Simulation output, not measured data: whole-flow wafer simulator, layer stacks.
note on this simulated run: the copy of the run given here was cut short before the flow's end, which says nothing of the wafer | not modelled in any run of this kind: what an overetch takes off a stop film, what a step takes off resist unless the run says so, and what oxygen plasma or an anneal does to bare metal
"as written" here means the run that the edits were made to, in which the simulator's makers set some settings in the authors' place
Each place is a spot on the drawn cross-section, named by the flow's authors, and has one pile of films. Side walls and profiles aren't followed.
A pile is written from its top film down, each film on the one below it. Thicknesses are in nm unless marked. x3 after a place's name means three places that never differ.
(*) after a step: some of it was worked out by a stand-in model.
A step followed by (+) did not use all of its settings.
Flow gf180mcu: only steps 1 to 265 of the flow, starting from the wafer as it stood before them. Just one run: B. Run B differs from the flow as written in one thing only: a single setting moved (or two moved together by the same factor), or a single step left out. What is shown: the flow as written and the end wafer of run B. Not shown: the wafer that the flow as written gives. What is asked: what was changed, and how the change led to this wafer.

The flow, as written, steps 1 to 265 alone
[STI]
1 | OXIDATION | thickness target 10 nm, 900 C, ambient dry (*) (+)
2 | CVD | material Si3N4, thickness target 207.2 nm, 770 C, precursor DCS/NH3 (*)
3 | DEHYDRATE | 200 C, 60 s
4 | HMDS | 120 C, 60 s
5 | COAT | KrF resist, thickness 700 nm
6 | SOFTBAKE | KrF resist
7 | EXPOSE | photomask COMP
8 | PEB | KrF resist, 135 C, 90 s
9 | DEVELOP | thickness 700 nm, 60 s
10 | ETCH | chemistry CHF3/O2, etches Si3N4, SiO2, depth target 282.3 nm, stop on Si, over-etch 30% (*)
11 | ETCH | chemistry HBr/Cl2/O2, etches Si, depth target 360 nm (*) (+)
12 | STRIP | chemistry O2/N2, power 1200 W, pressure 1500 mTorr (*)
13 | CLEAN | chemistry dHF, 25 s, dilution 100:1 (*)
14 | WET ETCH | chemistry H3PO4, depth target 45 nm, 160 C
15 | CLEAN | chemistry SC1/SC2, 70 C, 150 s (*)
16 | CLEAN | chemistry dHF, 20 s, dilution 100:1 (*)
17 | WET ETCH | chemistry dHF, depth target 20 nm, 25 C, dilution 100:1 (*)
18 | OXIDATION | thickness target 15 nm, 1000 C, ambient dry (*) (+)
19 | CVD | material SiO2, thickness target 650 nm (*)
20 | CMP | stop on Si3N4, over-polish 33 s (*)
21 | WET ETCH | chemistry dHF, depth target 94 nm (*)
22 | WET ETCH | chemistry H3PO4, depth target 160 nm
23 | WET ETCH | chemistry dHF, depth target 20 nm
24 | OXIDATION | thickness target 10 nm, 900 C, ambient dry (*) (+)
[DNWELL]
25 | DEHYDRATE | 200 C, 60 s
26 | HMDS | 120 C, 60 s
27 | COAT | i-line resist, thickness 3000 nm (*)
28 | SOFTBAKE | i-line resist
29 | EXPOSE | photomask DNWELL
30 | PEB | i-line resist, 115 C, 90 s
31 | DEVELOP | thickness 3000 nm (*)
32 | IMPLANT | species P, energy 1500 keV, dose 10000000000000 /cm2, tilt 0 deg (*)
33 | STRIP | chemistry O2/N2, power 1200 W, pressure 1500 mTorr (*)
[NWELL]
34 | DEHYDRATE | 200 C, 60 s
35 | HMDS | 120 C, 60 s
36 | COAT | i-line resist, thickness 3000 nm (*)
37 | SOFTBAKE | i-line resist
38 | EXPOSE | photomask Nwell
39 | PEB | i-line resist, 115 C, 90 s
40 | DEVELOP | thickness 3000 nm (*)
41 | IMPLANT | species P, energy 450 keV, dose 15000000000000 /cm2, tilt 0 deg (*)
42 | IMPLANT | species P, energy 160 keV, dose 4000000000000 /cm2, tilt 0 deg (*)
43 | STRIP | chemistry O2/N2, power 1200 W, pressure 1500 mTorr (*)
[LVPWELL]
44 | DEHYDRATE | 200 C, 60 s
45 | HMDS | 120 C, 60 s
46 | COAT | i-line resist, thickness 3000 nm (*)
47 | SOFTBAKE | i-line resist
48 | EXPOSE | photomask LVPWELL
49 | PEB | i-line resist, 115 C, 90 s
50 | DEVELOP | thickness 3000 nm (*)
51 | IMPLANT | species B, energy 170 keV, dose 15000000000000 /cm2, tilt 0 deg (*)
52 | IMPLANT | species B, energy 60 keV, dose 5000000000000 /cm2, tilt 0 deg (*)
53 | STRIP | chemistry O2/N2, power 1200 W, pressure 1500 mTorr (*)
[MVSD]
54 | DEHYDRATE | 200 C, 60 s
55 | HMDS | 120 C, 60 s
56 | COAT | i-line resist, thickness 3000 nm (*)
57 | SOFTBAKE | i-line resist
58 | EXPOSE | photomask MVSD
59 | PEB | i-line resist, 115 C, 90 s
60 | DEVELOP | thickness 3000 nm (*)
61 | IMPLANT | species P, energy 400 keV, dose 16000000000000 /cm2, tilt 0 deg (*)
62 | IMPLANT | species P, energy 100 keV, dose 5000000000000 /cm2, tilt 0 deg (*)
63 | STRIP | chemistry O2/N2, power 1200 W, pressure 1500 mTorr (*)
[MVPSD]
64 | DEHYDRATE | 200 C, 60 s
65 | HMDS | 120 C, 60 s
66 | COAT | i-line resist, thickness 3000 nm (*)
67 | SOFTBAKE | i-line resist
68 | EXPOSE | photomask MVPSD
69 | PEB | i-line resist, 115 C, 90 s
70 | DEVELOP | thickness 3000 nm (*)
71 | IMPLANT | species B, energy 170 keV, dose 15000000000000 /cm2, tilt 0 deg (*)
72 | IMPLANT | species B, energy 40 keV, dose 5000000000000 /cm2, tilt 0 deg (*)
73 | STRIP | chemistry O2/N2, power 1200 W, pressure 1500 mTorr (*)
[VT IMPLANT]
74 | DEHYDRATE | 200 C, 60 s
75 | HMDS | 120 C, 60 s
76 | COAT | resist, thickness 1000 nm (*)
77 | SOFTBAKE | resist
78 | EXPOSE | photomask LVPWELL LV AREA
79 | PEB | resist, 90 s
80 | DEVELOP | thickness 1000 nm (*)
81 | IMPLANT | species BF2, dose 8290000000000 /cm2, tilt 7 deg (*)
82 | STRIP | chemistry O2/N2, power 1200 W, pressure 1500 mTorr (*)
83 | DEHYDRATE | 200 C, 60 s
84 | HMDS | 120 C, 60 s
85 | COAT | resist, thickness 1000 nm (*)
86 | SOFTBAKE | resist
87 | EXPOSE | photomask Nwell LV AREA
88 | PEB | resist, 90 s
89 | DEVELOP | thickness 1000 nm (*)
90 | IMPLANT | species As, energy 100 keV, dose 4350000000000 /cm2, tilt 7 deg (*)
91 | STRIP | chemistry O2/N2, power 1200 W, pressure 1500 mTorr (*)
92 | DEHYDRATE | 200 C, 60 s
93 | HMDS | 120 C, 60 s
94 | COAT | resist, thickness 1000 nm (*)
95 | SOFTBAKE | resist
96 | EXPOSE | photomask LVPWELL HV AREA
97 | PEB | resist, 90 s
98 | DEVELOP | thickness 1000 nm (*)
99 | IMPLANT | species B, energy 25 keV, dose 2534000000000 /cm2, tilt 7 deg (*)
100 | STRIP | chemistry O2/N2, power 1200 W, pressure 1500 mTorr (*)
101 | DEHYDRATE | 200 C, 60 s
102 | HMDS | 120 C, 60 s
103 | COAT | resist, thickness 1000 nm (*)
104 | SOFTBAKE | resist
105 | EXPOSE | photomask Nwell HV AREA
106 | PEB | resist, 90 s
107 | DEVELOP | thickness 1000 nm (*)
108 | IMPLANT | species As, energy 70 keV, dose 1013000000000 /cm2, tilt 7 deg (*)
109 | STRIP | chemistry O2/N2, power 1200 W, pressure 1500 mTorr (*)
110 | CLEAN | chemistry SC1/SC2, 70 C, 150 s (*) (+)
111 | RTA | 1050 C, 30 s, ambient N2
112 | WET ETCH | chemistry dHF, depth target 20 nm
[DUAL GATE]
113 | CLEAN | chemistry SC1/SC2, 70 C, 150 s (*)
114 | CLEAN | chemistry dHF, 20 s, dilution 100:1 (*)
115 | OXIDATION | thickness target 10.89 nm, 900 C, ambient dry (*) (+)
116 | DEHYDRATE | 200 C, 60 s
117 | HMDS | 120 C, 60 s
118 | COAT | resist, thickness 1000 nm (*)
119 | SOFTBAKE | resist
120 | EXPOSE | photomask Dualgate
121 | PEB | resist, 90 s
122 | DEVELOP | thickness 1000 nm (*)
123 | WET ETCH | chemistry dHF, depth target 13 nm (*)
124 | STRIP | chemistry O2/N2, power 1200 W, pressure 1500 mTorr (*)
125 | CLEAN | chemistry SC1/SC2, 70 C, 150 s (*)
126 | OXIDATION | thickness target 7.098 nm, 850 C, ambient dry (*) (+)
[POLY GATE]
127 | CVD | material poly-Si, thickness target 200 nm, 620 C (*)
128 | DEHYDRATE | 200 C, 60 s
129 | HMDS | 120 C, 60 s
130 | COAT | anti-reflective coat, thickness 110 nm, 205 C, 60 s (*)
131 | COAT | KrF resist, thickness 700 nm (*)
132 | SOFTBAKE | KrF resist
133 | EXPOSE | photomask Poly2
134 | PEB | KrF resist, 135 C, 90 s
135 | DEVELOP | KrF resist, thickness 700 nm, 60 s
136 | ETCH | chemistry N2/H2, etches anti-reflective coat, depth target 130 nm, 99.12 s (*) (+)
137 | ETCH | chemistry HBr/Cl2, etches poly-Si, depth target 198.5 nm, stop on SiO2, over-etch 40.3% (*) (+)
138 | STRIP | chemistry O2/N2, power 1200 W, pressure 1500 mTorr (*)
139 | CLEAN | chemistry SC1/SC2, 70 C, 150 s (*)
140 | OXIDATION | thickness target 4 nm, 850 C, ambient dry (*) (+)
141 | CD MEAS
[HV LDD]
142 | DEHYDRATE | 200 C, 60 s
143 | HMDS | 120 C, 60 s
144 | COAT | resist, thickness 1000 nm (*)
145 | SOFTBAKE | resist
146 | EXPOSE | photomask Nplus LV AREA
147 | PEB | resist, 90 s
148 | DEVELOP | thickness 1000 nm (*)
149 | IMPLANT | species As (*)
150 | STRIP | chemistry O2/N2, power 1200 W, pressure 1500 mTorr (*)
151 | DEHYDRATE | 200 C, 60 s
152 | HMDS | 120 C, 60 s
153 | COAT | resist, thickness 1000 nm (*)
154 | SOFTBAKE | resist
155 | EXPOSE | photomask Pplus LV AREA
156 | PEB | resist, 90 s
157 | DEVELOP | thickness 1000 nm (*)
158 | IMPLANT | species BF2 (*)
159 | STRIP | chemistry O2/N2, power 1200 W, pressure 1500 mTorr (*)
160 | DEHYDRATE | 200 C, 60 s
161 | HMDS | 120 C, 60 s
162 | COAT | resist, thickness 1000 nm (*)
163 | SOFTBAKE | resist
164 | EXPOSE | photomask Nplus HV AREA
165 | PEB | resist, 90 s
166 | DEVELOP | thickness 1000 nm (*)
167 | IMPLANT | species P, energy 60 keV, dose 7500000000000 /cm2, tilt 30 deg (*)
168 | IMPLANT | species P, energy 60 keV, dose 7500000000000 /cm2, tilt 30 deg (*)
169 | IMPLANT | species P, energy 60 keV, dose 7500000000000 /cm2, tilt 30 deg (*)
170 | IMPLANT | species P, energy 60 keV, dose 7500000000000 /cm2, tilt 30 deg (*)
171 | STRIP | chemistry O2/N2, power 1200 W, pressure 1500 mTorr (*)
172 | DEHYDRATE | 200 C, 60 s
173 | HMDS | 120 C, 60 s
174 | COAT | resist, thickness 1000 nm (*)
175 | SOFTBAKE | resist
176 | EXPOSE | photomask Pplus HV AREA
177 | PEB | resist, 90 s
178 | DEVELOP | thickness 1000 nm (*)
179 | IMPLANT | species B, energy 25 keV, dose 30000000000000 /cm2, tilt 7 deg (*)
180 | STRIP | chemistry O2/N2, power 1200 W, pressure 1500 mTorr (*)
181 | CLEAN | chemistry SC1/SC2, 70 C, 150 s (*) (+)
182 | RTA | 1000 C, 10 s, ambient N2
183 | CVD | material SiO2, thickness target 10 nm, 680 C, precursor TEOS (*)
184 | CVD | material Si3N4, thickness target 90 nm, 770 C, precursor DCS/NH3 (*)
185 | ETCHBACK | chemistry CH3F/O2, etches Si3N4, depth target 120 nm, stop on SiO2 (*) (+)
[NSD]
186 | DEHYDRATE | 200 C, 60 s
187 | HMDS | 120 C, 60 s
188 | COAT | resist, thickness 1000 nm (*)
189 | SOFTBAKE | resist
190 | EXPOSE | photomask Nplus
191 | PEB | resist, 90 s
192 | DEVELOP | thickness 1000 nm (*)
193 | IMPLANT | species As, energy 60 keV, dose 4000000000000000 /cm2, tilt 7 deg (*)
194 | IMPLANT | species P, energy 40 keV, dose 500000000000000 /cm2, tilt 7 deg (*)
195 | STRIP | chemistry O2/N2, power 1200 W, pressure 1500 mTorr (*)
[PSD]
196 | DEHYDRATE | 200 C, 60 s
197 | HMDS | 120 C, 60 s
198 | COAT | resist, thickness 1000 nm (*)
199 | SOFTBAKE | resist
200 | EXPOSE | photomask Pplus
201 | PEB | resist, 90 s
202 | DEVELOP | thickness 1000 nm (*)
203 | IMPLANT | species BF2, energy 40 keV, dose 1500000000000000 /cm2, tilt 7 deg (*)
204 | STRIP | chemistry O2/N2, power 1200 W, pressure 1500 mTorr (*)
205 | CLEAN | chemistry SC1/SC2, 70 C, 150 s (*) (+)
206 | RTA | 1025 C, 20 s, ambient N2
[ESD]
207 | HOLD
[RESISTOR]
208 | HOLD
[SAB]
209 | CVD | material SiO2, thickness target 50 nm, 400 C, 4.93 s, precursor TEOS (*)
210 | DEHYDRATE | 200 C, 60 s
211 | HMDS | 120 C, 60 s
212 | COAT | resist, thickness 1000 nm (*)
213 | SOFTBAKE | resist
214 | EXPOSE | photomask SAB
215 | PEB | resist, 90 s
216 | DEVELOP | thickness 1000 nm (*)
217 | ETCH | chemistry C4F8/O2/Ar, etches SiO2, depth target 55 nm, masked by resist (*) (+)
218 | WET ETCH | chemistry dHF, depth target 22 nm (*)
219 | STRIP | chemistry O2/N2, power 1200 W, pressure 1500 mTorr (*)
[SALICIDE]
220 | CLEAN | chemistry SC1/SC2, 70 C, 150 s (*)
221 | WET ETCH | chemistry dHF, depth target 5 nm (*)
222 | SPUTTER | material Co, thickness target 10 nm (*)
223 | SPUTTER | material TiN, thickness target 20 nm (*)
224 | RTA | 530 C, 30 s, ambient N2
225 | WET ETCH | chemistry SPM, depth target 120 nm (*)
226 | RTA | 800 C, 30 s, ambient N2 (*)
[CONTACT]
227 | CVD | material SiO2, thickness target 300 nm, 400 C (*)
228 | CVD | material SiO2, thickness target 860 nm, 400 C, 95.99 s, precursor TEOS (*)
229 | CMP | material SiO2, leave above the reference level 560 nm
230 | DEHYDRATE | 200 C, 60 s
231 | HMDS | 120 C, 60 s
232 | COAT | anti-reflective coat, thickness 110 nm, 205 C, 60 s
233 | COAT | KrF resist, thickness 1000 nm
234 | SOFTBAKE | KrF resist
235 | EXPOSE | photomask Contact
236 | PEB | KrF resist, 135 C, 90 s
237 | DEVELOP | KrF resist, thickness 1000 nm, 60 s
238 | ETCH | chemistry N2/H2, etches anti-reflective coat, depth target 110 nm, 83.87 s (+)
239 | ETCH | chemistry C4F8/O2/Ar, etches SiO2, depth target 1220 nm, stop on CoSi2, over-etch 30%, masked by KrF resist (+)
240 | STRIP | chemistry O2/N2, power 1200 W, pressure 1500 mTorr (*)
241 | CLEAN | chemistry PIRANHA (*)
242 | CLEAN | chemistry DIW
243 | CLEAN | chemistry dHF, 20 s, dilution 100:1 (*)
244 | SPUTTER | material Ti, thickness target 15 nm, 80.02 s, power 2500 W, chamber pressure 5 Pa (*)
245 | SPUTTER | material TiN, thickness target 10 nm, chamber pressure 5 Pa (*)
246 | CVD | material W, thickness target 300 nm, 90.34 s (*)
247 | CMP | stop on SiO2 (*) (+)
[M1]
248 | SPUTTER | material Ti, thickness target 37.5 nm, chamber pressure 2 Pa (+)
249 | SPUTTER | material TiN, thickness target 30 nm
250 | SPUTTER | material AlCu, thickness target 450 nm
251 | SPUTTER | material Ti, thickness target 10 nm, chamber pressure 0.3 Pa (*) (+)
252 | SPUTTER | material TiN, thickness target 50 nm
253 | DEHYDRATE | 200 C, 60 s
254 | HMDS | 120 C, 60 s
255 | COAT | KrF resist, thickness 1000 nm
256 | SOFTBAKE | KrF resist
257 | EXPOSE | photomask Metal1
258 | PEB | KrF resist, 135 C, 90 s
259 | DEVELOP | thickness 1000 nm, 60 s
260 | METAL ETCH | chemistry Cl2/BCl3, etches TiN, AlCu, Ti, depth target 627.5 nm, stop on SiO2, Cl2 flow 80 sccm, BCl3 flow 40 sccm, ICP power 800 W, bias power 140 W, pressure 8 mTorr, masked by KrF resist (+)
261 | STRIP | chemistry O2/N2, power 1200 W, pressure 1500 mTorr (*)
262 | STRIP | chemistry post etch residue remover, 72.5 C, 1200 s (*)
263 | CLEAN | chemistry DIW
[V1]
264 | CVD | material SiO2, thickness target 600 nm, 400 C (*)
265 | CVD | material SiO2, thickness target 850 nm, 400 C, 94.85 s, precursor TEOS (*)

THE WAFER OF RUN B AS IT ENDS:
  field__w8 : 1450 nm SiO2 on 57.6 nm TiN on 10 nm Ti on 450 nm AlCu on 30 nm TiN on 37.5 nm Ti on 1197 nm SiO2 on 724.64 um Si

What caused this: step 252, SPUTTER: thickness target 58 nm was run, though the flow has thickness target 50 nm.

How this came from the change, step by step:
  252 | SPUTTER | material TiN, thickness target 50 nm
      field, field__w1, field__w2 and 108 more: +58 TiN (new film) (in the flow as written it would be: +50 TiN (new film))
  260 | METAL ETCH | chemistry Cl2/BCl3, etches TiN, AlCu, Ti, depth target 627.5 nm, stop on SiO2, Cl2 flow 80 sccm, BCl3 flow 40 sccm, ICP power 800 W, bias power 140 W, pressure 8 mTorr, masked by KrF resist (+)
      field, field__w1, field__w2 and 99 more: -58 TiN (all of it), -10 Ti (all of it), -450 AlCu (all of it), -30 TiN (all of it), -37.5 Ti (all of it) (in the flow as written it would be: -50 TiN (all of it), -10 Ti (all of it), -450 AlCu (all of it), -30 TiN (all of it), -37.5 Ti (all of it))
